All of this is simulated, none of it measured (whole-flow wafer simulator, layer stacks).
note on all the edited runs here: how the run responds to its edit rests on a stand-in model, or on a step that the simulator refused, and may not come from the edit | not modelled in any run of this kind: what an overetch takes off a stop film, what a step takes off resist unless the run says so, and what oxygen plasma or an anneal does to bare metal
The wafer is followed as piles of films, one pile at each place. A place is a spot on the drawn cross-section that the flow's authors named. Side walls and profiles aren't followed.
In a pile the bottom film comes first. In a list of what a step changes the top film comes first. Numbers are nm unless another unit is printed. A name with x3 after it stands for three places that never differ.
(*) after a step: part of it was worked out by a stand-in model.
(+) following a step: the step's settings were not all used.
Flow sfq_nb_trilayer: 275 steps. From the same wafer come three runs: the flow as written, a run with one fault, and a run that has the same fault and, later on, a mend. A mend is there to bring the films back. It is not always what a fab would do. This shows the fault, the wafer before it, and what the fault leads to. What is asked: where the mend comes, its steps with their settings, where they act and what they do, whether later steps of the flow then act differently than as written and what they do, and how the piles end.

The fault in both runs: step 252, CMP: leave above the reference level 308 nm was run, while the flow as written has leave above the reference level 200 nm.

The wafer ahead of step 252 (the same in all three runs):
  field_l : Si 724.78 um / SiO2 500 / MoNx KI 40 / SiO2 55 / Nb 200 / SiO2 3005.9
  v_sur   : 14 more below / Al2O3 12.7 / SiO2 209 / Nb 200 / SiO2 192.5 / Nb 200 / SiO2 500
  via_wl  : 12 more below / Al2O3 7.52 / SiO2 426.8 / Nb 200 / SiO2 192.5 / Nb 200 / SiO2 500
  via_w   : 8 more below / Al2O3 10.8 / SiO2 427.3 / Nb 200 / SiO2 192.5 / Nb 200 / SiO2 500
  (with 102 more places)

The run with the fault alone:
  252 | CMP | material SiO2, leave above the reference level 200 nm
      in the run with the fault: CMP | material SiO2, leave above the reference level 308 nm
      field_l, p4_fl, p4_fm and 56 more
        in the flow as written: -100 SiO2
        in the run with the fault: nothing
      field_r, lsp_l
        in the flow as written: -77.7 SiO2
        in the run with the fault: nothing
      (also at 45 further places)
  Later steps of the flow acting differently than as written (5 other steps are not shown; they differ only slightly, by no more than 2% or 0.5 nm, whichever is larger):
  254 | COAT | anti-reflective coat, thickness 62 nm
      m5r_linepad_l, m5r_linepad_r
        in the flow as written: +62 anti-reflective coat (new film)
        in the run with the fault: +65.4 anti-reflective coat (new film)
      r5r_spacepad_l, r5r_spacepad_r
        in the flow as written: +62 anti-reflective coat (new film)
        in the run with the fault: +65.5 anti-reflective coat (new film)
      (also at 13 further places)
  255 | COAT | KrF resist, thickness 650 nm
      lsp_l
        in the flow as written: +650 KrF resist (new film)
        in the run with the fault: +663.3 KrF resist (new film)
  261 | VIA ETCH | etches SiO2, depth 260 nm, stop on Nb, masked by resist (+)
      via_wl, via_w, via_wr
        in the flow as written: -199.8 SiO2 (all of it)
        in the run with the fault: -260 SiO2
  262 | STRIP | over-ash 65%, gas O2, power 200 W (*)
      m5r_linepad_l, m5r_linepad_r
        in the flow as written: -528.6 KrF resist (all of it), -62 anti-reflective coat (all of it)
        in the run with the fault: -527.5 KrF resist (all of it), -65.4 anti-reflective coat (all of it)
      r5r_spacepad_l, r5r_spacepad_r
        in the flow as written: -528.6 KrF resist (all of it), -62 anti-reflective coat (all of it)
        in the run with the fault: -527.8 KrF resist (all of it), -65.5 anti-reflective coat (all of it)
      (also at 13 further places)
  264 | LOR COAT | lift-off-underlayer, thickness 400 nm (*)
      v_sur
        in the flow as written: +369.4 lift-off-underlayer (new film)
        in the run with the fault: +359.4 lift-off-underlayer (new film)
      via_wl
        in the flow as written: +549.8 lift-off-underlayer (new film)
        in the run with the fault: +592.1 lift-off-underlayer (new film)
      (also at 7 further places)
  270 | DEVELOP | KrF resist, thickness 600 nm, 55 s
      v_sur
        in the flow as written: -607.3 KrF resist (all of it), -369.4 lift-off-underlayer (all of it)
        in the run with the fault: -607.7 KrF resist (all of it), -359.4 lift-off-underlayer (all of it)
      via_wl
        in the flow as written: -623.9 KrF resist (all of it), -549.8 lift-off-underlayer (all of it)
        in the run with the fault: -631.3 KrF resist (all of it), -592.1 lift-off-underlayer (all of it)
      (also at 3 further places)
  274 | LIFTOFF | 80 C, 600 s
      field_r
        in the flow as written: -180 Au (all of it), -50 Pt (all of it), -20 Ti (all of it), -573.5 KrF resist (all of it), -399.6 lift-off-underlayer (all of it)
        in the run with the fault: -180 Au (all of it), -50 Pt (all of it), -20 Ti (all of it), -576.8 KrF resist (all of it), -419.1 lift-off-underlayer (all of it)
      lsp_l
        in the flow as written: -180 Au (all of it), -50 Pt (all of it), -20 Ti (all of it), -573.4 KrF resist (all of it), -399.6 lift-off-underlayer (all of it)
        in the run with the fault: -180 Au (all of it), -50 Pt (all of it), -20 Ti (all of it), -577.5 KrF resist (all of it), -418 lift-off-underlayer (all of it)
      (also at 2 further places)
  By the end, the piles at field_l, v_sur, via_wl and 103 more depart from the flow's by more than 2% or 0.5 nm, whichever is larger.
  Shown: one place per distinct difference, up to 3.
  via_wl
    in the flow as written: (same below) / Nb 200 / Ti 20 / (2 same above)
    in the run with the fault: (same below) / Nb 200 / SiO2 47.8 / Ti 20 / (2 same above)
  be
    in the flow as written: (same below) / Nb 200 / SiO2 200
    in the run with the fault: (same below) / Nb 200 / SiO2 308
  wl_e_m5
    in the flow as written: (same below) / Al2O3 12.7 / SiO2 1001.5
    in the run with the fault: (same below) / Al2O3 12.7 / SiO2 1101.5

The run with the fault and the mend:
  The mend follows step 259.
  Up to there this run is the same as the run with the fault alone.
  259a | STRIP | over-ash 65%, gas O2, power 200 W (*)
      p4_w1, p3_s2, p3_l3, p3_s3, p3_l4, p3_s4, p3_l5, p3_s5
        -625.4 KrF resist (all of it), -62.1 anti-reflective coat (all of it)
      wire, be, be_sur, gap, jj_sur, ce_l
        -623.5 KrF resist (all of it), -61.6 anti-reflective coat (all of it)
      wl_j_sl, wl_jj, wl_j_sr, wl_a_sl, wl_a_m6, wl_g_sr
        -624.3 KrF resist (all of it), -61.8 anti-reflective coat (all of it)
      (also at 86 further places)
  259b | CMP | material SiO2, leave above the reference level 200 nm (the flow's step 252, run once more)
      field_l, p4_fl, p4_fm and 56 more
        -100 SiO2
      v_sur, via_wl, via_w and 40 more
        -108 SiO2
      field_r, lsp_l
        -77.7 SiO2
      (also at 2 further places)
  259c | COAT | anti-reflective coat, thickness 62 nm (the flow's step 254, run once more)
      field_l, v_sur, via_wl and 103 more
        +62 anti-reflective coat (new film)
  259d | COAT | KrF resist, thickness 650 nm (the flow's step 255, run once more)
      field_l, v_sur, via_wl and 103 more
        +650 KrF resist (new film)
  259e | SOFTBAKE | KrF resist (the flow's step 256, run once more)
      alters no film at any place that is followed
  259f | EXPOSE | photomask I7, dose 11.93 mJ/cm2, NA 0.6, wavelength 248 nm (*) (the flow's step 257, run once more)
      alters no film at any place that is followed
  259g | PEB | KrF resist, 90 s (the flow's step 258, run once more)
      field_l, v_sur, via_wl and 103 more
        -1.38 KrF resist
  259h | DEVELOP | KrF resist, thickness 650 nm, 60 s (the flow's step 259, run once more)
      field_l, v_sur, via_sp and 100 more
        -23.5 KrF resist
      via_wl, via_w, via_wr
        -648.6 KrF resist (all of it)
  Later steps of the flow that are run all act as written at every place that is followed.
  By the end, the piles equal the flow's at every place that both follow.
